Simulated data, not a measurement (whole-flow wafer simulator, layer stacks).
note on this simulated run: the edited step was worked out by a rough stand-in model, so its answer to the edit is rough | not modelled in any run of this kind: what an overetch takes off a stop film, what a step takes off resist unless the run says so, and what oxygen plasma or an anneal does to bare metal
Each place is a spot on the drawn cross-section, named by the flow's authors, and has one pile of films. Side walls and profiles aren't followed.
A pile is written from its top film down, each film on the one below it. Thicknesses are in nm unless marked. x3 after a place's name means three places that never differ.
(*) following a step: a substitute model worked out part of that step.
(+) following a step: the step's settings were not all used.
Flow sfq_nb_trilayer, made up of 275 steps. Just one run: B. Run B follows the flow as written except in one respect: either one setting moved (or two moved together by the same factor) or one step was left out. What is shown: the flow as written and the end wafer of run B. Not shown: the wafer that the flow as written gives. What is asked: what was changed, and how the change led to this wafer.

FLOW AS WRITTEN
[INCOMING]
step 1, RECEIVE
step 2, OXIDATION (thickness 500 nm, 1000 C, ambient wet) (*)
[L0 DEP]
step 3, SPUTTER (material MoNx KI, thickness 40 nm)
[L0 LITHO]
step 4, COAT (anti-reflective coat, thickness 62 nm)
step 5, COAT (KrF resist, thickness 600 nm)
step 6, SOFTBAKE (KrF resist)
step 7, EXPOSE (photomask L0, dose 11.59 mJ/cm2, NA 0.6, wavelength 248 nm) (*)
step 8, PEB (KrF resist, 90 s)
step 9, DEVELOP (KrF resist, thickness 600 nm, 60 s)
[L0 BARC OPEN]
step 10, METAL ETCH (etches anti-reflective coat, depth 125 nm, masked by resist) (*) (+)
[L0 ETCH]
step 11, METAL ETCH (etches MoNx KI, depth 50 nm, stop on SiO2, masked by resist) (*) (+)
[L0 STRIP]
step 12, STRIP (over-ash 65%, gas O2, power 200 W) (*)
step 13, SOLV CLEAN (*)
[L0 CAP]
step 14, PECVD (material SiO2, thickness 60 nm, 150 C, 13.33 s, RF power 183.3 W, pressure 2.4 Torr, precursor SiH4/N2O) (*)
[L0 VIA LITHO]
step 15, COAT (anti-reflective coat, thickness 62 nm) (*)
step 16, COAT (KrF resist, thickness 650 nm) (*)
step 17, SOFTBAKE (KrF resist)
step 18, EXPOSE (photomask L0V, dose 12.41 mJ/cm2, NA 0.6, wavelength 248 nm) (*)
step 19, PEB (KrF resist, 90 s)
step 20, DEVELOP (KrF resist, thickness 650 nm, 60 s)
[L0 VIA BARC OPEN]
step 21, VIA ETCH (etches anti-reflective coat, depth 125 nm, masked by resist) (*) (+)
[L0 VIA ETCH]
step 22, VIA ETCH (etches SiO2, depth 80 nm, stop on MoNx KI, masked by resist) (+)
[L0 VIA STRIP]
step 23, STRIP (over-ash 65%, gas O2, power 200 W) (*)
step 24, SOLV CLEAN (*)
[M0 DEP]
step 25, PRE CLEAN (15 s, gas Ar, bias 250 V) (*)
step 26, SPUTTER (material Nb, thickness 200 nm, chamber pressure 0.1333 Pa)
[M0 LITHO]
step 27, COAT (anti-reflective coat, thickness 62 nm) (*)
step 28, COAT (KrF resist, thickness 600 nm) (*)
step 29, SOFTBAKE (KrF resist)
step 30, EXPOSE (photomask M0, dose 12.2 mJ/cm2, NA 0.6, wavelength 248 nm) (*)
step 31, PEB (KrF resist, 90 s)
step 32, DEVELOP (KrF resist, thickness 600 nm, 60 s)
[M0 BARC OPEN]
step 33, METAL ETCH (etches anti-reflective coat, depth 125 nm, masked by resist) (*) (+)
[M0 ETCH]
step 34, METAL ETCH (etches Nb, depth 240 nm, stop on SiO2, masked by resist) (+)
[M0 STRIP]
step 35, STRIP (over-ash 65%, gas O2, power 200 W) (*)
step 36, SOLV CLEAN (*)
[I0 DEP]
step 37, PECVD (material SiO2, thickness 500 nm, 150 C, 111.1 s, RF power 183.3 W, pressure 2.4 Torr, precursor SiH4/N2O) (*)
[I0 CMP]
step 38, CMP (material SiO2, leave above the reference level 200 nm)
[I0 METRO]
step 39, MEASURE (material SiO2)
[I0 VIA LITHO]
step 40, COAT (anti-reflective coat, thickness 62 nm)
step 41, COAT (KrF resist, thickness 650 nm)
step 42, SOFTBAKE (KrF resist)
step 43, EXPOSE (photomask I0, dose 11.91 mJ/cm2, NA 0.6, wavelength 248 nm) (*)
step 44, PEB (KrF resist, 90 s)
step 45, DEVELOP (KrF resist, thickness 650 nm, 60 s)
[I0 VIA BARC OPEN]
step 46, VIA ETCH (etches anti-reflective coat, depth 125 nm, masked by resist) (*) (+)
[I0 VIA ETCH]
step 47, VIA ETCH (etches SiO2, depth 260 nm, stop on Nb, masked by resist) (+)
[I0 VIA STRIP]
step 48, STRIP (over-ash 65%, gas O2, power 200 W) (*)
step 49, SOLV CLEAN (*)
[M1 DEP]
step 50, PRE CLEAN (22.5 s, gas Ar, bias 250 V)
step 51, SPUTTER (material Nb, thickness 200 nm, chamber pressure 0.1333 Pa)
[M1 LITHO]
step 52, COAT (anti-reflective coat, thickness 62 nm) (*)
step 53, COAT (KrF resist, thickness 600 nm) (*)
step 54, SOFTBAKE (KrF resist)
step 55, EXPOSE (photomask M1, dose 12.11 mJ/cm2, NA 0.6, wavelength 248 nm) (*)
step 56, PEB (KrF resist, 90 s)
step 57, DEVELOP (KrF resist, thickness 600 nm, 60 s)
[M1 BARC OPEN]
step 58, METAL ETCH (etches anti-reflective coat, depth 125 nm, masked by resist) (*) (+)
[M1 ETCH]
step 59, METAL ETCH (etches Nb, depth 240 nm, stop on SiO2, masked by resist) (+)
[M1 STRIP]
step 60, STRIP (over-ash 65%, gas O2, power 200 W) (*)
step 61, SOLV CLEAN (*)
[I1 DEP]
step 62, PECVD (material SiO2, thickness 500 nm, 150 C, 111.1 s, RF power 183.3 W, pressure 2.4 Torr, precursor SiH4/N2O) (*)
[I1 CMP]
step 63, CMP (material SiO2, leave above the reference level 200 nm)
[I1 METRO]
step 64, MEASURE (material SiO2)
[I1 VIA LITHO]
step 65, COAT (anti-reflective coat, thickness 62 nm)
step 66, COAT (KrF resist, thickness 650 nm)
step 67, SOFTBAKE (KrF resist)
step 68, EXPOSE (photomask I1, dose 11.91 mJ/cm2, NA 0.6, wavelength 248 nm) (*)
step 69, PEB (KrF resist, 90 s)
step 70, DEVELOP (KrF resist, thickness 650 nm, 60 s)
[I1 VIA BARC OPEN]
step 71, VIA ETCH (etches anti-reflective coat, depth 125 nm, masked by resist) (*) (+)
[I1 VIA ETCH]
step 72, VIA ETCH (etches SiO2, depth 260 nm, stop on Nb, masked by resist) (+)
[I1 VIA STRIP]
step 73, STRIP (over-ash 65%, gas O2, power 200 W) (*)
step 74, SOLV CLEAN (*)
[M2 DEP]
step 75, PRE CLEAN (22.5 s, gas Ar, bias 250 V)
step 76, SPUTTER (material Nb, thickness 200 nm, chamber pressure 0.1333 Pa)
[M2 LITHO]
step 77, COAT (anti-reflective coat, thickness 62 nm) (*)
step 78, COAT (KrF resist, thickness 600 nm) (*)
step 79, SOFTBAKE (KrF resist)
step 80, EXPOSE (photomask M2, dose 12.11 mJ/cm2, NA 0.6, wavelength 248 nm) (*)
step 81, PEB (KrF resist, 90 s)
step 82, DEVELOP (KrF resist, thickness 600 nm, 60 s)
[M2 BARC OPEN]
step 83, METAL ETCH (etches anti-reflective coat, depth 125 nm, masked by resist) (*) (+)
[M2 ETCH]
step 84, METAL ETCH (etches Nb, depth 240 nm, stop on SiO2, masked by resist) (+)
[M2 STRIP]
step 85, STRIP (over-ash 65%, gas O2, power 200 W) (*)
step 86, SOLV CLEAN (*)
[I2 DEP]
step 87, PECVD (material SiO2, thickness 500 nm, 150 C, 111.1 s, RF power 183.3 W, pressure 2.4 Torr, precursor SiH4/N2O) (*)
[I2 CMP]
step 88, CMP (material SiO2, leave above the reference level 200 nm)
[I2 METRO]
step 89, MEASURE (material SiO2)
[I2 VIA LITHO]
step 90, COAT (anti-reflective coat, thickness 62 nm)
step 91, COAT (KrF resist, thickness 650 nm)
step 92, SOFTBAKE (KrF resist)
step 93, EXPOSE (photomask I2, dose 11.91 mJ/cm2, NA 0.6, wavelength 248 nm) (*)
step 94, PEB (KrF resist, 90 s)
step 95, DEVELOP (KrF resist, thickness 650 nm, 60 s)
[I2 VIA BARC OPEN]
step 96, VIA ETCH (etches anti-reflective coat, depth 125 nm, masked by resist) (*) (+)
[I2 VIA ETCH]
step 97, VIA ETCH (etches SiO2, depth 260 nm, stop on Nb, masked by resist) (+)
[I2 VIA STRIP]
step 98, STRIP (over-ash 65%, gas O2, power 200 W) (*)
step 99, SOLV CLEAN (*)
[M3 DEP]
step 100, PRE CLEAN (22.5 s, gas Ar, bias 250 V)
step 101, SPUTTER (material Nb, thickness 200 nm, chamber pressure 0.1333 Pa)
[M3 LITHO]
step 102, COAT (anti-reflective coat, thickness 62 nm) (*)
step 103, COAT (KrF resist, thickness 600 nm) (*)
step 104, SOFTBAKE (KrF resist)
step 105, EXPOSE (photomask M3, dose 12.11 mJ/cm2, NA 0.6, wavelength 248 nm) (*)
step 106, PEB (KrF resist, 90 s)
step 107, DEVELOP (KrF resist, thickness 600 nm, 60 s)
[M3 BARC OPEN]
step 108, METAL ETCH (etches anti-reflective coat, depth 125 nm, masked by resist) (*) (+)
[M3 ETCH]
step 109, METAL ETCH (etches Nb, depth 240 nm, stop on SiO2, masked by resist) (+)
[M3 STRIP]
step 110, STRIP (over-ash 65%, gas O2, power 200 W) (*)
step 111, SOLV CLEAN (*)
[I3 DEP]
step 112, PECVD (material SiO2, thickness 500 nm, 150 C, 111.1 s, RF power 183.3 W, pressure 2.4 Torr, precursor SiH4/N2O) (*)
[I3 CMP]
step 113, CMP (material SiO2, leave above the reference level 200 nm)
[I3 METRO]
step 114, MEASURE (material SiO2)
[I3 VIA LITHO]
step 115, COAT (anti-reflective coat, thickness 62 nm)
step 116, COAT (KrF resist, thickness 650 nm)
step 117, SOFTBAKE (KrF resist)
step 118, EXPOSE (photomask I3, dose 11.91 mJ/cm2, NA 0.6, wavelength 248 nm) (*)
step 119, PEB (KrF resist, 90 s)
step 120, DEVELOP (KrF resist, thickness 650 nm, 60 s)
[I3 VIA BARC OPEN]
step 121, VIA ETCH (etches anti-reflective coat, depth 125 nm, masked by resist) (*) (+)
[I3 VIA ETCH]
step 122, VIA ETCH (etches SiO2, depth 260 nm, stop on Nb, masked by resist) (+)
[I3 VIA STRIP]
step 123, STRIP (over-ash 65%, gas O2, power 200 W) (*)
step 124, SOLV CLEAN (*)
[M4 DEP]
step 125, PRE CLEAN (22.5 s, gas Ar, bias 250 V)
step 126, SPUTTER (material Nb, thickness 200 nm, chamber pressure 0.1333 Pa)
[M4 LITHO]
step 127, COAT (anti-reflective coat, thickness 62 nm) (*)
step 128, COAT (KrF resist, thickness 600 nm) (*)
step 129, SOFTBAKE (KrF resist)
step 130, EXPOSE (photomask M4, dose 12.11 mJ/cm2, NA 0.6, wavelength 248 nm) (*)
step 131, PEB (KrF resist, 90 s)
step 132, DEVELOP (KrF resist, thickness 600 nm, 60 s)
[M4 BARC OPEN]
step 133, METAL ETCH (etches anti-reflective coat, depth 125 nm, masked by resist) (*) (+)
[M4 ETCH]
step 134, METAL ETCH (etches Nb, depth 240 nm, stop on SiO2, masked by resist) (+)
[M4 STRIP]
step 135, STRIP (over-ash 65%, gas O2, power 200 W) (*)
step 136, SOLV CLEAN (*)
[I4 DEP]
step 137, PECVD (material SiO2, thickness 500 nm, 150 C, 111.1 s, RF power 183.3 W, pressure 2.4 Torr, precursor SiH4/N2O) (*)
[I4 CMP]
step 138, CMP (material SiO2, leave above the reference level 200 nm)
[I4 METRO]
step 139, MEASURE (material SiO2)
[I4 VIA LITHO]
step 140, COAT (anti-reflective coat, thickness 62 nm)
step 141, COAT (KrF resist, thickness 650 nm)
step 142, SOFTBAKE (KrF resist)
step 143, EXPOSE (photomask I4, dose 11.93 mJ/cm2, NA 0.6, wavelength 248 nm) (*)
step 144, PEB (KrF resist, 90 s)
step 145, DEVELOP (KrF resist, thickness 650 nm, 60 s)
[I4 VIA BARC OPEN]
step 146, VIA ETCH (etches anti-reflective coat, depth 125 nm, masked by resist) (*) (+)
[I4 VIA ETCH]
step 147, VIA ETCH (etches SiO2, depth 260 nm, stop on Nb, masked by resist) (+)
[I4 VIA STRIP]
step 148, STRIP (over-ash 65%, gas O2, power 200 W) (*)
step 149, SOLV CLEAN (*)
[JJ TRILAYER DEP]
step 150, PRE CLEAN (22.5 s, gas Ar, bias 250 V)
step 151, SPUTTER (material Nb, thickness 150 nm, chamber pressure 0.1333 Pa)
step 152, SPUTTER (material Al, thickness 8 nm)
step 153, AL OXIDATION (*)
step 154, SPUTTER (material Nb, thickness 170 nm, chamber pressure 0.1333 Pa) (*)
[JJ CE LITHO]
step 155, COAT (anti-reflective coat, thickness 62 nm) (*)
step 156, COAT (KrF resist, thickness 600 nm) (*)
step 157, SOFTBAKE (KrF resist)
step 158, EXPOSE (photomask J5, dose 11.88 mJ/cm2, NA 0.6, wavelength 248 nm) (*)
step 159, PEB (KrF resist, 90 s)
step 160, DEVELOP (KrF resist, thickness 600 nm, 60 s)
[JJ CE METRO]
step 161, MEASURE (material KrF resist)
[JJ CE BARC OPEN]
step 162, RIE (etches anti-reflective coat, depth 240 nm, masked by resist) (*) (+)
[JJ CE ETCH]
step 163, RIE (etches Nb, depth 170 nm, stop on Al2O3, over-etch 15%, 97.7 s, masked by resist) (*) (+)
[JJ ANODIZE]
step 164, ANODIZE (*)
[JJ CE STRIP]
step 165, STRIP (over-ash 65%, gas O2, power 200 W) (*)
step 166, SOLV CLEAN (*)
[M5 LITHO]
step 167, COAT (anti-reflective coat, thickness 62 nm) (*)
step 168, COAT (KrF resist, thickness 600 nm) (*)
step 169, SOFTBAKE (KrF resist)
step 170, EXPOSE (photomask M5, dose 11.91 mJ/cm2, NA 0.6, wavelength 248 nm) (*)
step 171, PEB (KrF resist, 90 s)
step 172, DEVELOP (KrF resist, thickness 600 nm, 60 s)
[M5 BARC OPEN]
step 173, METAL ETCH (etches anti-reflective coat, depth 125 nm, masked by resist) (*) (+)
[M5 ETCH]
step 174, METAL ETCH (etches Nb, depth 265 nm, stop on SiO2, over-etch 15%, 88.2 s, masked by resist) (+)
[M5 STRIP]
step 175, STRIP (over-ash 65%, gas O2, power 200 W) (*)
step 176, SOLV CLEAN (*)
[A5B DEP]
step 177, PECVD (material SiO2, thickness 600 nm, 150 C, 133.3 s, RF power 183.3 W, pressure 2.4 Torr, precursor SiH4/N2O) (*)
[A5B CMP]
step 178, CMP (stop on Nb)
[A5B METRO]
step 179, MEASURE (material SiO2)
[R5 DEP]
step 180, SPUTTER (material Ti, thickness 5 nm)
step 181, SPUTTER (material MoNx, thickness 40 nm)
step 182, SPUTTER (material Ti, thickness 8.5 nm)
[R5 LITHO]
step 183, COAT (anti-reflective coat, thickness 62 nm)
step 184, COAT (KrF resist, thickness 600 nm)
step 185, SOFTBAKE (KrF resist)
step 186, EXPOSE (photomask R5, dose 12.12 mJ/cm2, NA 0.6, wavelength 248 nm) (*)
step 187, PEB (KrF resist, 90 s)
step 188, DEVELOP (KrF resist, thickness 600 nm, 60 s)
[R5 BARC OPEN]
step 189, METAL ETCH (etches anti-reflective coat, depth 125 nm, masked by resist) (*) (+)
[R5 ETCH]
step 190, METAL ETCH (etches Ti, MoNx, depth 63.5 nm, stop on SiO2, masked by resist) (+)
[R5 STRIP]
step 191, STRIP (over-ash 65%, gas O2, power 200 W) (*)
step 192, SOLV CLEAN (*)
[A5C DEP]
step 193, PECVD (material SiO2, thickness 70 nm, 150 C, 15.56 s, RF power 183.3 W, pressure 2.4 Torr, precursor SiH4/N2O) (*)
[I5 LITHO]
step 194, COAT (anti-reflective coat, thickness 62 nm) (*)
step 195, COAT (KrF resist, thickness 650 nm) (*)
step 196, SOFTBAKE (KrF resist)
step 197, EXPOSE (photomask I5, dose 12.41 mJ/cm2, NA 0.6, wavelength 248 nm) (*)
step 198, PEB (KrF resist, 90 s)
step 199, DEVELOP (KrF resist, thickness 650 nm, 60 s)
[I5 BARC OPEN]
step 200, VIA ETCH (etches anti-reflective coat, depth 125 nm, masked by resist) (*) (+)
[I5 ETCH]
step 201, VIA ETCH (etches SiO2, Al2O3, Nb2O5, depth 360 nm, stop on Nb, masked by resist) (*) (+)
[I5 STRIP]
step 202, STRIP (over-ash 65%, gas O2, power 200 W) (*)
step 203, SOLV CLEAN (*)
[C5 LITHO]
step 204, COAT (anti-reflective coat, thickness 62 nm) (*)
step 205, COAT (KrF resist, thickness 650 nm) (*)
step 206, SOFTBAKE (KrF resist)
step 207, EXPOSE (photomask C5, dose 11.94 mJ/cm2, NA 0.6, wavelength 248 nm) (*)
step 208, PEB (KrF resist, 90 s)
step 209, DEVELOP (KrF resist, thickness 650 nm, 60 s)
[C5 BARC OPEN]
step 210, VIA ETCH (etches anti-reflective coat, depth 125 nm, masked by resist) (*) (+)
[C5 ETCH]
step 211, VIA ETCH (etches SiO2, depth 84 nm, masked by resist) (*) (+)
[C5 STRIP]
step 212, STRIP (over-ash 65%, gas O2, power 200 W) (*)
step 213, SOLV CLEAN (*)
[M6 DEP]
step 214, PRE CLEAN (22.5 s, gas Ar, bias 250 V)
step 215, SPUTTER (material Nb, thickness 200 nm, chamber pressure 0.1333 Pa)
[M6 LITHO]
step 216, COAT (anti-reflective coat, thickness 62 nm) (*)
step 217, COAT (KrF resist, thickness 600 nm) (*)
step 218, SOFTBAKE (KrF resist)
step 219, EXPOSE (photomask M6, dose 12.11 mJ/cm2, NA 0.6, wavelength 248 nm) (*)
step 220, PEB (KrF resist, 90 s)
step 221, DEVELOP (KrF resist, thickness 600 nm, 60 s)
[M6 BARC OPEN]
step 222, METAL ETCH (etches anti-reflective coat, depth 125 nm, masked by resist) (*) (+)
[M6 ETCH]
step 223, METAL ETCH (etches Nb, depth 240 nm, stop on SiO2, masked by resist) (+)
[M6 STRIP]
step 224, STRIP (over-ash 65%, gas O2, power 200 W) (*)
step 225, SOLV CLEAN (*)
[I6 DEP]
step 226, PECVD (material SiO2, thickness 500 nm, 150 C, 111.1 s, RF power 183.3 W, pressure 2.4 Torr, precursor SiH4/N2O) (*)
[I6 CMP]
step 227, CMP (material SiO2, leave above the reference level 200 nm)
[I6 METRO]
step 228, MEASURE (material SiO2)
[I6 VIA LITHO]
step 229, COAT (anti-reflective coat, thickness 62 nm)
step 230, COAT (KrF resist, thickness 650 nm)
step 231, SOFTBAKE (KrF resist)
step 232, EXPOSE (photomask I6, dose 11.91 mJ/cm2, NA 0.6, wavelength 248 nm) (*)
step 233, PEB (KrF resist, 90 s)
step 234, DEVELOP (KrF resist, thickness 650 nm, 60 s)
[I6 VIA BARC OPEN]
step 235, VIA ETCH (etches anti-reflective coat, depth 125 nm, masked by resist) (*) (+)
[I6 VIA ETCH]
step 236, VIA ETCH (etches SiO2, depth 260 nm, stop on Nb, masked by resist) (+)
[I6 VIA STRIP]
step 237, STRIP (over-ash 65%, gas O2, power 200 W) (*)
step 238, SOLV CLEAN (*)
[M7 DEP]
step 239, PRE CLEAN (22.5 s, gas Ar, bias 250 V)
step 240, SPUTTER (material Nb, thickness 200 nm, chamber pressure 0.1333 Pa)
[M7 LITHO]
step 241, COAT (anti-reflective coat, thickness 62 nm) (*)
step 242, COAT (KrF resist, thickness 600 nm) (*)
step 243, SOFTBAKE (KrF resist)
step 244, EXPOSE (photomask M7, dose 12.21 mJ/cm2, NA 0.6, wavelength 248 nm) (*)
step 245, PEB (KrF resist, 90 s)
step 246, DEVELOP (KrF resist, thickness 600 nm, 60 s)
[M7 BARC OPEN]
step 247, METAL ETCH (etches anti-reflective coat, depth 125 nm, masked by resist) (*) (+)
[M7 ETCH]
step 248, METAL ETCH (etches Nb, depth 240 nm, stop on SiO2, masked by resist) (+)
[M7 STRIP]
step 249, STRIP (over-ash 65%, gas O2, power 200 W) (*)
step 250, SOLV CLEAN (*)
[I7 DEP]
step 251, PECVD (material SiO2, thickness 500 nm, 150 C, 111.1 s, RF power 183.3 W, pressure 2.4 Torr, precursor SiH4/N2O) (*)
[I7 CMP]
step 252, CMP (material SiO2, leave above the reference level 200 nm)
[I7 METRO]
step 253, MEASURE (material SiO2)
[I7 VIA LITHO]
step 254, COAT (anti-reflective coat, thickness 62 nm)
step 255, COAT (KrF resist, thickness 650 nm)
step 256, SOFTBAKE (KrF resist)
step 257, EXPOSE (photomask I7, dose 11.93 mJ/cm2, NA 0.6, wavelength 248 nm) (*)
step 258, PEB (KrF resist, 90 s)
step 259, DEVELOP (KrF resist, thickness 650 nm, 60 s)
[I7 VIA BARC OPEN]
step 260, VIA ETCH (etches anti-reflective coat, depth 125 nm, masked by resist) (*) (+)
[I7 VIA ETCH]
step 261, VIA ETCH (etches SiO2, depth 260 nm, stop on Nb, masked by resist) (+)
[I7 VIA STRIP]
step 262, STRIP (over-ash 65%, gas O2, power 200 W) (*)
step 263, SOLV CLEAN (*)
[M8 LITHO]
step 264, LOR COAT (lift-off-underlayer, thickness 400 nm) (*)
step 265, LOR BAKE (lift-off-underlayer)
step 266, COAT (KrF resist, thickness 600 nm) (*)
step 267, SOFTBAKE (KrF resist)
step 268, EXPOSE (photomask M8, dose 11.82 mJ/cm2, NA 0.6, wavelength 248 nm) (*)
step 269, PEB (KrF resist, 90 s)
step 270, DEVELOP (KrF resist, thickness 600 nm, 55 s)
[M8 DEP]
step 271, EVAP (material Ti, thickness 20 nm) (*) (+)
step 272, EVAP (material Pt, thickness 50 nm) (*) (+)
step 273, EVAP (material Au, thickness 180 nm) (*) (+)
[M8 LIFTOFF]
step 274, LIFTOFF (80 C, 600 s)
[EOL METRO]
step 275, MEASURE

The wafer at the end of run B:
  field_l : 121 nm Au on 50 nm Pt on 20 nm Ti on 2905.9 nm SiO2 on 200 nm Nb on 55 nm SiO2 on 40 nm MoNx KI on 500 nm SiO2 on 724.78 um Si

What caused this: step 273, EVAP: thickness 121 nm was run, though the flow has thickness 180 nm.
One can read it off the wafer: field_l has Au 121, and step 273 as written asks for 180 nm.

The path from the change to this, step by step:
  step 273, EVAP (material Au, thickness 180 nm) (*) (+)
      field_l, v_sur, via_wl and 103 more: +121 Au (new film) (as written it would have been: +180 Au (new film))
  step 274, LIFTOFF (80 C, 600 s)
      p4_fl, p4_fm, p4_w1 and 71 more: -121 Au (all of it), -50 Pt (all of it), -20 Ti (all of it), -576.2 KrF resist (all of it), -400 lift-off-underlayer (all of it) (as written it would have been: -180 Au (all of it), -50 Pt (all of it), -20 Ti (all of it), -576.2 KrF resist (all of it), -400 lift-off-underlayer (all of it))
      c5j, ce_r: -121 Au (all of it), -50 Pt (all of it), -20 Ti (all of it), -573.3 KrF resist (all of it), -399.3 lift-off-underlayer (all of it) (as written it would have been: -180 Au (all of it), -50 Pt (all of it), -20 Ti (all of it), -573.3 KrF resist (all of it), -399.3 lift-off-underlayer (all of it))
      (and at 19 other places as well)
